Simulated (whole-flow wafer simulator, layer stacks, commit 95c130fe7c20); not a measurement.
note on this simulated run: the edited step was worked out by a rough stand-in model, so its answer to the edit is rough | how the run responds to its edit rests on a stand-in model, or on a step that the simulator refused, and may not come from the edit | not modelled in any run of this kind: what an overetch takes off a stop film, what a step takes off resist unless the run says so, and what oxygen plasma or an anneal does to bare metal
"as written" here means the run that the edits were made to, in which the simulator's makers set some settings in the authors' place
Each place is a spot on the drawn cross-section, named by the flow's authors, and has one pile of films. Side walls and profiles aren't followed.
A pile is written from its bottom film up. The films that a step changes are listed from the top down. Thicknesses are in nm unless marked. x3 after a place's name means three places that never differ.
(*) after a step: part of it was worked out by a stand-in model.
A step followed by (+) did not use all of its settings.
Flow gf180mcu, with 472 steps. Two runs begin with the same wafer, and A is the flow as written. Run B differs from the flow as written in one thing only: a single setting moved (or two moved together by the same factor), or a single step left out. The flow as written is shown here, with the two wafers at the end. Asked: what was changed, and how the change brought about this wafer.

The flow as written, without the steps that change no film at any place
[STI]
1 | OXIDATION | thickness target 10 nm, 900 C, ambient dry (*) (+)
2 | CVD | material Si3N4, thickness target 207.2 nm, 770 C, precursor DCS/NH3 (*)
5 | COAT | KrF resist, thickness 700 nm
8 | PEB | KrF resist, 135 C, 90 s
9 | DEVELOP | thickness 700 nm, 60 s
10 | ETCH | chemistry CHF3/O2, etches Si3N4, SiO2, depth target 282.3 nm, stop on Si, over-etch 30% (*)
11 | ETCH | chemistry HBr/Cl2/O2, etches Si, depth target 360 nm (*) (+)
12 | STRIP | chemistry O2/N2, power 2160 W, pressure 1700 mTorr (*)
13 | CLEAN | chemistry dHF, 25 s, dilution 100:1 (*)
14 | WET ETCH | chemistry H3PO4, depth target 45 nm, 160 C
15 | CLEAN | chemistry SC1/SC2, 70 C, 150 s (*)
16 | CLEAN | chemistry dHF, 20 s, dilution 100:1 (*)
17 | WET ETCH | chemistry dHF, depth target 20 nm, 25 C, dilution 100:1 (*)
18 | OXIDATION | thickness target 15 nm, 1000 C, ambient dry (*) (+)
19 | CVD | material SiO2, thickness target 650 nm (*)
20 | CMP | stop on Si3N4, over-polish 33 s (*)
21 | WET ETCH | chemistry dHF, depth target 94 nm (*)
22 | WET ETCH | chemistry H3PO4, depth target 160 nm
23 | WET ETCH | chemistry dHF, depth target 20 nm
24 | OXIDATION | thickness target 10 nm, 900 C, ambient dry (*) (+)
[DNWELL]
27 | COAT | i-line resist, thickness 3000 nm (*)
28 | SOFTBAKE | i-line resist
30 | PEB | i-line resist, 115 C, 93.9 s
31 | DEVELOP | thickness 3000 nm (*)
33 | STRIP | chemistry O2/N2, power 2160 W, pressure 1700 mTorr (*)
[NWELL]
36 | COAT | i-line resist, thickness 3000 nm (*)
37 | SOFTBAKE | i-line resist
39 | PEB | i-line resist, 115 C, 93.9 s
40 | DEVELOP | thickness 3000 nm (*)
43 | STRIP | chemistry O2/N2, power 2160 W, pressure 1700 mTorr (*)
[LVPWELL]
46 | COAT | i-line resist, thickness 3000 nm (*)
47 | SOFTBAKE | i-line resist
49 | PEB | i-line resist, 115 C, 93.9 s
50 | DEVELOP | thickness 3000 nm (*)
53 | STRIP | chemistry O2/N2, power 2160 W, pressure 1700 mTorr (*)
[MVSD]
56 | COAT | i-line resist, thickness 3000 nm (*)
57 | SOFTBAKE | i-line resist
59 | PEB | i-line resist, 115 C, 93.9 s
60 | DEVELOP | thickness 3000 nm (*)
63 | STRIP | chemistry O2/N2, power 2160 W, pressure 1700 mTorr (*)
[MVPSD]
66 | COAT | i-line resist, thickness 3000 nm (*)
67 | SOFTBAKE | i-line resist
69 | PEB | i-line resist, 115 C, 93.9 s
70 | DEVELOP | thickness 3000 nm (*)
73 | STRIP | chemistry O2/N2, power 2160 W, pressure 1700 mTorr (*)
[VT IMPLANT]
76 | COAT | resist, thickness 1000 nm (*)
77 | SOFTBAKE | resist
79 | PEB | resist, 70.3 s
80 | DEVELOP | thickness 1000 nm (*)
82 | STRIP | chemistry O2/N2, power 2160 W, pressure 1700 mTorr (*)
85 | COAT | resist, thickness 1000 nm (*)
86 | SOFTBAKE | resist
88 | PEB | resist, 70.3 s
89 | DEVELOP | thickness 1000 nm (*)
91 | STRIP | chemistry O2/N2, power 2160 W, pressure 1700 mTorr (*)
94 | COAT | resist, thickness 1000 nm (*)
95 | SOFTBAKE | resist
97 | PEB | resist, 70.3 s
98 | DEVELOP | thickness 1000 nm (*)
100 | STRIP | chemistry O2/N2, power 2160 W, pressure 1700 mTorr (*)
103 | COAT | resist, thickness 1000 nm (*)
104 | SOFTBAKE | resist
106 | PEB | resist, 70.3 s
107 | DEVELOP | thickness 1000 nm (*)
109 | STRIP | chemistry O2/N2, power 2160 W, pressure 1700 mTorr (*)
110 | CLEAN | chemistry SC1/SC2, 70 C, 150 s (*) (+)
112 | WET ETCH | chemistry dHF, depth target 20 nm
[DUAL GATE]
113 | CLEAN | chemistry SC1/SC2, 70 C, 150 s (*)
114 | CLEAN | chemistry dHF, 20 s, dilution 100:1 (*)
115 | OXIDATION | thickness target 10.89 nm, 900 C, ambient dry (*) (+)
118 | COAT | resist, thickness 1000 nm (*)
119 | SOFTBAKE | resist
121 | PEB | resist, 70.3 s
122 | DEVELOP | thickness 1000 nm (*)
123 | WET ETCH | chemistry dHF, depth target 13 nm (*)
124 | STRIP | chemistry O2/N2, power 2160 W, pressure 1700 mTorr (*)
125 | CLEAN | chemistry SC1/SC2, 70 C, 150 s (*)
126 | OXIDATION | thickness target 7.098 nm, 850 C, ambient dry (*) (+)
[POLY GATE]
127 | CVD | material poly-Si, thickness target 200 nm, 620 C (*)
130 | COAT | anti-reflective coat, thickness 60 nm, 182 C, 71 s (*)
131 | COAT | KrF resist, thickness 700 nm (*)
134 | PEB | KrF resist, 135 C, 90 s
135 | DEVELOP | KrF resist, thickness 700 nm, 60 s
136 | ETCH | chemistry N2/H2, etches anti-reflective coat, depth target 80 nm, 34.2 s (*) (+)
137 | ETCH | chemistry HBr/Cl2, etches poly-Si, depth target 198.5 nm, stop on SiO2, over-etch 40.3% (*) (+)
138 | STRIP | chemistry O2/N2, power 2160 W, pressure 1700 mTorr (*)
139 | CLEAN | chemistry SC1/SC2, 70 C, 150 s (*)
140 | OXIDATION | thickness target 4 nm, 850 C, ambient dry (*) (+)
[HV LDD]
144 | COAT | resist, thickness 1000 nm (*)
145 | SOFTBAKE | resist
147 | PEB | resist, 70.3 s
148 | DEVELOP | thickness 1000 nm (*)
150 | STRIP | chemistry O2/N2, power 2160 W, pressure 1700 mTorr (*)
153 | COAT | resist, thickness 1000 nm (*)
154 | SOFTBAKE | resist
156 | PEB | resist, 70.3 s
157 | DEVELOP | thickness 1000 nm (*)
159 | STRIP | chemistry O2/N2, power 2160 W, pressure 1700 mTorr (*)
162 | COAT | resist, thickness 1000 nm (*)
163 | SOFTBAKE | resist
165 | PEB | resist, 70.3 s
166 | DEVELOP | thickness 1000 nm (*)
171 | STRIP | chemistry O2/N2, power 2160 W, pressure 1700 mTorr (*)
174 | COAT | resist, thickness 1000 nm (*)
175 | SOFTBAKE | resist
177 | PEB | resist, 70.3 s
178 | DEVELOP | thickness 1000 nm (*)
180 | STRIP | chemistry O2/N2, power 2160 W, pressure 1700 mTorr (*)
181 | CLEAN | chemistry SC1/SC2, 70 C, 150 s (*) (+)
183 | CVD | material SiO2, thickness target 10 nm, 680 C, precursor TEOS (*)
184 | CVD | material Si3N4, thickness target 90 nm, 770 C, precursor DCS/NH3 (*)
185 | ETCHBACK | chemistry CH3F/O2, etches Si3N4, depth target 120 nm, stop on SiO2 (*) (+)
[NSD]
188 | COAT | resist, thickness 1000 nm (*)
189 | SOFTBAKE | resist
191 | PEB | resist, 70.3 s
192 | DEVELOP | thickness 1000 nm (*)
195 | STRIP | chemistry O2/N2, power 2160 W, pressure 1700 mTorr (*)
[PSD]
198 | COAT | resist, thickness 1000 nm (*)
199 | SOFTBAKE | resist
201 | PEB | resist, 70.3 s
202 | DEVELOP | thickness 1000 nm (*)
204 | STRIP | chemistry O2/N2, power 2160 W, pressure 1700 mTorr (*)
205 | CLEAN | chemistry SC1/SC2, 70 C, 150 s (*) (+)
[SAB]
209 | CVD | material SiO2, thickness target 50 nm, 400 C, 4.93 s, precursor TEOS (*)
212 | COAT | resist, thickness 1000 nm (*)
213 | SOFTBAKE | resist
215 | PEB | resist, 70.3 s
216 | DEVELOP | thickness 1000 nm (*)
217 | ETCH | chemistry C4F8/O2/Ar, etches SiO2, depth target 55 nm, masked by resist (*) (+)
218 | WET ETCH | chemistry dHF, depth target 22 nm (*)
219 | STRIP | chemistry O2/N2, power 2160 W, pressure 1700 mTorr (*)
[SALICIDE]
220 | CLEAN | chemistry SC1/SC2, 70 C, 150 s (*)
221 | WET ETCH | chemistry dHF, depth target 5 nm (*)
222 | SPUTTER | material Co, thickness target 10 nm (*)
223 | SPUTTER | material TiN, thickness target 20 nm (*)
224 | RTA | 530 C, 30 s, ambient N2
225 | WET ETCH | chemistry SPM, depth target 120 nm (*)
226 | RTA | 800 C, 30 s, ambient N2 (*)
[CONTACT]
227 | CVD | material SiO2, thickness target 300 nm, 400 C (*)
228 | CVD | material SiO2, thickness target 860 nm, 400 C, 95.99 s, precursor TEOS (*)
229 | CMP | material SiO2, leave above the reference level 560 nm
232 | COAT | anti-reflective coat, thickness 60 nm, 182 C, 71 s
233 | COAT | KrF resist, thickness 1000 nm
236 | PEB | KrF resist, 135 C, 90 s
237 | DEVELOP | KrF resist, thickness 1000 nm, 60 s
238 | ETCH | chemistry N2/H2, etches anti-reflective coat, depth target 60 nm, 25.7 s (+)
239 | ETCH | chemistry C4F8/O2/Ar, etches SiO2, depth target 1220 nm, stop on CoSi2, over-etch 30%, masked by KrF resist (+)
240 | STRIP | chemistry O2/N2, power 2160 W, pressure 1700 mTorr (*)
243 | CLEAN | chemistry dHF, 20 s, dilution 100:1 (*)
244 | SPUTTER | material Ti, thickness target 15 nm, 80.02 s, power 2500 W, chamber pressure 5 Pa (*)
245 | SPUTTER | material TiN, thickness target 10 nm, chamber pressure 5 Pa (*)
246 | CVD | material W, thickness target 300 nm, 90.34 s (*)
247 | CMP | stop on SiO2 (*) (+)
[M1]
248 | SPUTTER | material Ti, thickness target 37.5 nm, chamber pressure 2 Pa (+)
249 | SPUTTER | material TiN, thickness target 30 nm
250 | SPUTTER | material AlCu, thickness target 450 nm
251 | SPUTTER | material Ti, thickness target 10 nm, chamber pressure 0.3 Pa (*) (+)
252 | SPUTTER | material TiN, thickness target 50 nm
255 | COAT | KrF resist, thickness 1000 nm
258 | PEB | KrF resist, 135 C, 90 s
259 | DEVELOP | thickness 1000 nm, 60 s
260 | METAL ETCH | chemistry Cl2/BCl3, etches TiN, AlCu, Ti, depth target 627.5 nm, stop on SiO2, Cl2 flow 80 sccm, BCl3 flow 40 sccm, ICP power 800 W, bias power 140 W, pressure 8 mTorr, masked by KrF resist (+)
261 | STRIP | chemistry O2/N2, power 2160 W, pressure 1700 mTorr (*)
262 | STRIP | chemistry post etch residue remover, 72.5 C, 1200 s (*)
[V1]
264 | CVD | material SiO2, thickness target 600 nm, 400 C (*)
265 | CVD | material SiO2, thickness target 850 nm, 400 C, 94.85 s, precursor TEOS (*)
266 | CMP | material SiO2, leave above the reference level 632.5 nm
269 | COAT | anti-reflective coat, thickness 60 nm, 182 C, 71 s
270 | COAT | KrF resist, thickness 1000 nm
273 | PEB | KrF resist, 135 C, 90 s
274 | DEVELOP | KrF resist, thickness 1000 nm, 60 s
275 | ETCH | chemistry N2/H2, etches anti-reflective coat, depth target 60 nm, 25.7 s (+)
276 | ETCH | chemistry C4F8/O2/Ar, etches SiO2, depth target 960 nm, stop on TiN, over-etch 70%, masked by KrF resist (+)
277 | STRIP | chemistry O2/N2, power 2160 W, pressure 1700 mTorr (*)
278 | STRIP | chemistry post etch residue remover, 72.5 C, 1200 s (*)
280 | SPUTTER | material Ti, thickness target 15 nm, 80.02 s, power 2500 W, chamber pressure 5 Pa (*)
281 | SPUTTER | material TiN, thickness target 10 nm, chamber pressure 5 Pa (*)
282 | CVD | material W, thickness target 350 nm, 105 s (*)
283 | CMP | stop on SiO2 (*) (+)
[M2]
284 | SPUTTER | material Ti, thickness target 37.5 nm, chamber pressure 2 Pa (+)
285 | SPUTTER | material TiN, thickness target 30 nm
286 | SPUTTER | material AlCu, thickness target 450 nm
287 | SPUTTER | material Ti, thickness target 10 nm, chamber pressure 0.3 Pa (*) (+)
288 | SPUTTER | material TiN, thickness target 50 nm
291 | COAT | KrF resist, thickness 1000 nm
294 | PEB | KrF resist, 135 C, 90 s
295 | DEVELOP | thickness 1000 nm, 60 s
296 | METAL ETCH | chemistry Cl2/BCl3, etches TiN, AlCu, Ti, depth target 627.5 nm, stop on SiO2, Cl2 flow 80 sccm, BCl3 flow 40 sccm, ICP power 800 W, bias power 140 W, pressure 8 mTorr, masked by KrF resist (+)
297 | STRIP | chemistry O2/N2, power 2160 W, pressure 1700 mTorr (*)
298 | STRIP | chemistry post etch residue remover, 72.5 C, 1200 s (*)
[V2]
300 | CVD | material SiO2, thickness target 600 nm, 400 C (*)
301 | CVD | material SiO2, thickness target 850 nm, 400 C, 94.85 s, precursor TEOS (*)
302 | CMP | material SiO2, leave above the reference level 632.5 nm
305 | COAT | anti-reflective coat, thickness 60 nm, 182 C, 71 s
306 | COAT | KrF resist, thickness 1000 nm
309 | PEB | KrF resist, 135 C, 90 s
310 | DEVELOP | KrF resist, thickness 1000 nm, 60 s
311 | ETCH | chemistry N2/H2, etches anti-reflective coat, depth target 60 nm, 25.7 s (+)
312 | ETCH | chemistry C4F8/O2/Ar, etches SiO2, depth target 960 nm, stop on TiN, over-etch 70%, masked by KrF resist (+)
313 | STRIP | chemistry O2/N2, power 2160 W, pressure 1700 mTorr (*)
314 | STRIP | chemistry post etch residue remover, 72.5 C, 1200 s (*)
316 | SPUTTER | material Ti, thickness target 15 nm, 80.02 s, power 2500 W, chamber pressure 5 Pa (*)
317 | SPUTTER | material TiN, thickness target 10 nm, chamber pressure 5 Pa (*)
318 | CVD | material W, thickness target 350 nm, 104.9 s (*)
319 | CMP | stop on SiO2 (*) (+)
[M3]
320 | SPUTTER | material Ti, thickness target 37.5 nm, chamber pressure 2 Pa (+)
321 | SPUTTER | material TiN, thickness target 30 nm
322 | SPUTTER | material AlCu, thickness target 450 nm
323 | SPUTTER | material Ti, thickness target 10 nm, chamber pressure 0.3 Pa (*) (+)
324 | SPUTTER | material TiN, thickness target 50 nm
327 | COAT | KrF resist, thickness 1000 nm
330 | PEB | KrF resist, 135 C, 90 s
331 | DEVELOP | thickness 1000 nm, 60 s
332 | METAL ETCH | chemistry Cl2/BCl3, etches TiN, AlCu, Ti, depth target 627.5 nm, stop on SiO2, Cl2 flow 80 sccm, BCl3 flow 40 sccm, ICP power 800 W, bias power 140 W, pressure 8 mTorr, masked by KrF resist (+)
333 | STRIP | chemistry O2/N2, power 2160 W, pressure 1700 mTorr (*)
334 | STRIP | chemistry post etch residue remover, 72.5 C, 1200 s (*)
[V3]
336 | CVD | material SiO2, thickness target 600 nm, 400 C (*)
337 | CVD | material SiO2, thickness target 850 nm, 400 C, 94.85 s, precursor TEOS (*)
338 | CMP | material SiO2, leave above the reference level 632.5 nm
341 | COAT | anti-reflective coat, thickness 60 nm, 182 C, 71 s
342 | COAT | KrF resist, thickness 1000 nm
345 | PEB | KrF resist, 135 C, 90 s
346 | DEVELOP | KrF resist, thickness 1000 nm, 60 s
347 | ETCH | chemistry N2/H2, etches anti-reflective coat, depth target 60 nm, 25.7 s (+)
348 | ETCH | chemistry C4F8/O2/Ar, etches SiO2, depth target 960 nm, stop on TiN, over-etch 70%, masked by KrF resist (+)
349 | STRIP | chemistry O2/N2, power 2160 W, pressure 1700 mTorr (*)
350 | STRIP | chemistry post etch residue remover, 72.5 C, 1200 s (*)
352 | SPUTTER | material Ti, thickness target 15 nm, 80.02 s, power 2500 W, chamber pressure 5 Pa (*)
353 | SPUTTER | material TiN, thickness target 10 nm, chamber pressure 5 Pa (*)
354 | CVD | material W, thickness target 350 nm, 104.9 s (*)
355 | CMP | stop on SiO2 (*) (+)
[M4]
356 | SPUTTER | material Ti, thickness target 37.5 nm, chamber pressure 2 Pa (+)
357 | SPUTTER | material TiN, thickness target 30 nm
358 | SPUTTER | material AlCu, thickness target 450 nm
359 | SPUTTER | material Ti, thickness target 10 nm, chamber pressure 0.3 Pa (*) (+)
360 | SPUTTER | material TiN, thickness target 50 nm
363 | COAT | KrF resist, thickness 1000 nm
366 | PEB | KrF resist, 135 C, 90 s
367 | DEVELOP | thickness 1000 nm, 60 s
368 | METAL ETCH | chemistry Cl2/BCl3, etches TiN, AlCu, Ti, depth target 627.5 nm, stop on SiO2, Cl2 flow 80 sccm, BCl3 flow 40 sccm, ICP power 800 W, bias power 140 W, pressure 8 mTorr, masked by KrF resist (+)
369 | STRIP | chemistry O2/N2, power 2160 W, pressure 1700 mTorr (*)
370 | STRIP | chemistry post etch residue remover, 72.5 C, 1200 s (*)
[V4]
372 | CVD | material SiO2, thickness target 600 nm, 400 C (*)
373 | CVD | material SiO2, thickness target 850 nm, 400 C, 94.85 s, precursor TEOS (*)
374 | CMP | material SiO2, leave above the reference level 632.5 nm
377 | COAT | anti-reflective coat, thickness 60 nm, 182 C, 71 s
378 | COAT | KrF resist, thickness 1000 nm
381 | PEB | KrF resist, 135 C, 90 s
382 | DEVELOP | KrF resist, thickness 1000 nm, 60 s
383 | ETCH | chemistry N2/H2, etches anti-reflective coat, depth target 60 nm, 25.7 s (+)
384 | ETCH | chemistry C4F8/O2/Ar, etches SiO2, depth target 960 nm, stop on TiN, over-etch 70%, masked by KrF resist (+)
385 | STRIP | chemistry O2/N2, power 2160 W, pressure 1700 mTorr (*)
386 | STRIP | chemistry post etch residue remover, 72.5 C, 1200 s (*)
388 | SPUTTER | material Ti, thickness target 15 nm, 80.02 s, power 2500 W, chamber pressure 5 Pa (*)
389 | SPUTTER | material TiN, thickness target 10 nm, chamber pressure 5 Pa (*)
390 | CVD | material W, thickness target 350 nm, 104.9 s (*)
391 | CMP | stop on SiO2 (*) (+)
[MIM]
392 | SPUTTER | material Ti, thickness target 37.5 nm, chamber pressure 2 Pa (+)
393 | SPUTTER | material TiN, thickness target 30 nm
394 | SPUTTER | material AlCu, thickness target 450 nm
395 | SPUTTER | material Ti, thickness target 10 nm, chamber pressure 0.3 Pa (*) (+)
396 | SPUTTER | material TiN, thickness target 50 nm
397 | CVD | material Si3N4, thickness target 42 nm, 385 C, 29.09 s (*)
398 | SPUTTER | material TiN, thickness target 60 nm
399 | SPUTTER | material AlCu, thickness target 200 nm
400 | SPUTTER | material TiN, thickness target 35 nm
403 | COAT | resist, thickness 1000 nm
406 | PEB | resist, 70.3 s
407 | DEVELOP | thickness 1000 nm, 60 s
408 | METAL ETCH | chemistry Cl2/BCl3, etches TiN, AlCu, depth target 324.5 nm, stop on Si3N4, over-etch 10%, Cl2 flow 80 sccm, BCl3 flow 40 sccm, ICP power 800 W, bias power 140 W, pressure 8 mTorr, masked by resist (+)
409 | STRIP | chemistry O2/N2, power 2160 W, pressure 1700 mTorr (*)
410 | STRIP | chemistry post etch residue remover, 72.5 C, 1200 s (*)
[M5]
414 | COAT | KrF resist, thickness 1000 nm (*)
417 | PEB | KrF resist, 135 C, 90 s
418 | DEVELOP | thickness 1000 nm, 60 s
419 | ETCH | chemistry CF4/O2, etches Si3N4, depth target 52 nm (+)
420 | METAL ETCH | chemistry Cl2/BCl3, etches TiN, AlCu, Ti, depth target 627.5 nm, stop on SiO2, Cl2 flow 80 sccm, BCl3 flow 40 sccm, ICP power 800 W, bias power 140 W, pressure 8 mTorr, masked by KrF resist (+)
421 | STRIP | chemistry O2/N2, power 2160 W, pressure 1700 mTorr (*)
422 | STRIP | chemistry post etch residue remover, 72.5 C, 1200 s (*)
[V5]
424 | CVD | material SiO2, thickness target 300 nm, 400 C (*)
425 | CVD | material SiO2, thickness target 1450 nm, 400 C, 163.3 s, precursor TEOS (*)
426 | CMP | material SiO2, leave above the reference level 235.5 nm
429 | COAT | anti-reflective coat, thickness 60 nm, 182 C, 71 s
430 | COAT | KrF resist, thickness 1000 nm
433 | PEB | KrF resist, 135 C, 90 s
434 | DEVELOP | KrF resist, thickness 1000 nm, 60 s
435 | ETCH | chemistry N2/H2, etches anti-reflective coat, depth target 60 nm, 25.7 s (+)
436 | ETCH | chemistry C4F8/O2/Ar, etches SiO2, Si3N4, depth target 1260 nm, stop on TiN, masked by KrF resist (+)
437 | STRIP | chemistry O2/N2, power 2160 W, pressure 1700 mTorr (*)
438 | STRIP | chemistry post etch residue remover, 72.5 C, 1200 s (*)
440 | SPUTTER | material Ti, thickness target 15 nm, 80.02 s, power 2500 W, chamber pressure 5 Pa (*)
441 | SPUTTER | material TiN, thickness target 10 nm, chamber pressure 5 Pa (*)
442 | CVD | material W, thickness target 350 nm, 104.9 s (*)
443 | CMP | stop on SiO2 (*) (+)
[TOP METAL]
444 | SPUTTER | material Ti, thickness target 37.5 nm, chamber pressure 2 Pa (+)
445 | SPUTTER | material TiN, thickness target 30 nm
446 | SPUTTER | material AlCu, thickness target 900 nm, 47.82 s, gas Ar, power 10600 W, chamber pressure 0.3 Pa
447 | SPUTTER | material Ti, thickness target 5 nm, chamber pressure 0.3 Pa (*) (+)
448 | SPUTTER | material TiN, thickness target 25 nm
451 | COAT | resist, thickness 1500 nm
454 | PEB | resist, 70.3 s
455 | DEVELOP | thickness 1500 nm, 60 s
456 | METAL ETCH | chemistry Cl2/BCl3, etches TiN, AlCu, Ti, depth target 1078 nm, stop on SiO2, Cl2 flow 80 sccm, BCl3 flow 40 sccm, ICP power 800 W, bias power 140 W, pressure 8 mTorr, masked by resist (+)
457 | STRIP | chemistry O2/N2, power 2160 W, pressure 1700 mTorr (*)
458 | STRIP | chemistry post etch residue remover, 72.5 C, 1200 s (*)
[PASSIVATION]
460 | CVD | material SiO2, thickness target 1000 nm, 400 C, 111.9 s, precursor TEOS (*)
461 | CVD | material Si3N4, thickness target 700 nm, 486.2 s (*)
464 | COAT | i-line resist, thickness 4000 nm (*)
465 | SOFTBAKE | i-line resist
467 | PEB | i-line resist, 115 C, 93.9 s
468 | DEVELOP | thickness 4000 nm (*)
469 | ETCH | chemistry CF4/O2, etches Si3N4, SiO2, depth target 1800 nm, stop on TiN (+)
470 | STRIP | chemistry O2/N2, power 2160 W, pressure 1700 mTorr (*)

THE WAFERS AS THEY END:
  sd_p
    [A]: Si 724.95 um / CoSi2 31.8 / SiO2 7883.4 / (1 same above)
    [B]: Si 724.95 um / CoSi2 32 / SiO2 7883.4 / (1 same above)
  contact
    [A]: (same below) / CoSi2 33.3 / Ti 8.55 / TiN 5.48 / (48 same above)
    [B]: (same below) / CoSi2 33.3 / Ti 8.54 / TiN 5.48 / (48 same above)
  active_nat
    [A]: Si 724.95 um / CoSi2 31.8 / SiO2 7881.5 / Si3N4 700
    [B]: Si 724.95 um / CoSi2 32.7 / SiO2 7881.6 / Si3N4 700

The reason: step 185, ETCHBACK: depth target 177 nm was run, though the flow has depth target 120 nm.

Step by step, how the change led to this:
  185 | ETCHBACK | chemistry CH3F/O2, etches Si3N4, depth target 120 nm, stop on SiO2 (*) (+)
      field, field__w1, field__w2 and 100 more: A Si3N4 loses 90 (all of it), SiO2 loses 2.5 | B Si3N4 loses 90 (all of it), SiO2 loses 7.25
  189 | SOFTBAKE | resist
      field: A resist gains 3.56 | B resist loses 0.35
      field_sub__w1: A resist gains 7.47 | B resist gains 9.56
      (and at 2 other places as well)
  199 | SOFTBAKE | resist
      field: A resist gains 3.56 | B resist loses 0.35
      field_sub__w1: A resist gains 7.47 | B resist gains 9.56
      (and at 2 other places as well)
  213 | SOFTBAKE | resist
      field__w5: A resist gains 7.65 | B resist gains 7.06
      field__w7: A resist gains 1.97 | B resist gains 1.46
      (and at 4 other places as well)
  218 | WET ETCH | chemistry dHF, depth target 22 nm (*)
      gate, gate_hv, gate_p and 23 more: A SiO2 loses 5.48 (all of it) | B SiO2 loses 0.73 (all of it)
      active, p_well, sd_n, iso_ptap_pw, iso_ntap_nw, iso_ptap_sub, vpnp_e: A SiO2 loses 9.01 (all of it) | B SiO2 loses 4.26 (all of it)
      (and at 16 other places as well)
  222 | SPUTTER | material Co, thickness target 10 nm (*)
      field__w2: A Co gains 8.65 (new film) | B Co gains 9.26 (new film)
      field__w3: A Co gains 8.06 (new film) | B Co gains 8.84 (new film)
      (and at 1 other place as well)
  223 | SPUTTER | material TiN, thickness target 20 nm (*)
      field__w2: A TiN gains 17 (new film) | B TiN gains 18.1 (new film)
      field__w3: A TiN gains 15.7 (new film) | B TiN gains 17.3 (new film)
      (and at 4 other places as well)
  224 | RTA | 530 C, 30 s, ambient N2
      ld_sd_n: A under 1 film: CoSi gains 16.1 (new film), Co loses 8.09 (all of it), Si loses 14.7 | B under 1 film: CoSi gains 17.1 (new film), Co loses 8.59 (all of it), Si loses 15.6
      ld_drn_n: A under 1 film: CoSi gains 17.9 (new film), Co loses 9.02 (all of it), Si loses 16.4 | B under 1 film: CoSi gains 18.6 (new film), Co loses 9.38 (all of it), Si loses 17
      (and at 2 other places as well)
  225 | WET ETCH | chemistry SPM, depth target 120 nm (*)
      field__w2: A TiN loses 17 (all of it), Co loses 8.65 (all of it) | B TiN loses 18.1 (all of it), Co loses 9.26 (all of it)
      field__w3: A TiN loses 15.7 (all of it), Co loses 8.06 (all of it) | B TiN loses 17.3 (all of it), Co loses 8.84 (all of it)
      (and at 4 other places as well)
  226 | RTA | 800 C, 30 s, ambient N2 (*)
      active_nat: A CoSi2 gains 31.8 (new film), CoSi loses 18.1 (all of it), Si loses 16.5 | B CoSi2 gains 32.7 (new film), CoSi loses 18.6 (all of it), Si loses 17
      ld_sd_n: A CoSi2 gains 28.3 (new film), CoSi loses 16.1 (all of it), Si loses 14.7 | B CoSi2 gains 30 (new film), CoSi loses 17.1 (all of it), Si loses 15.6
      (and at 3 other places as well)
  229 | CMP | material SiO2, leave above the reference level 560 nm
      field__w2: A SiO2 loses 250 | B SiO2 loses 244.2
      field__w3: A SiO2 loses 232.3 | B SiO2 loses 226.4
      (and at 3 other places as well)
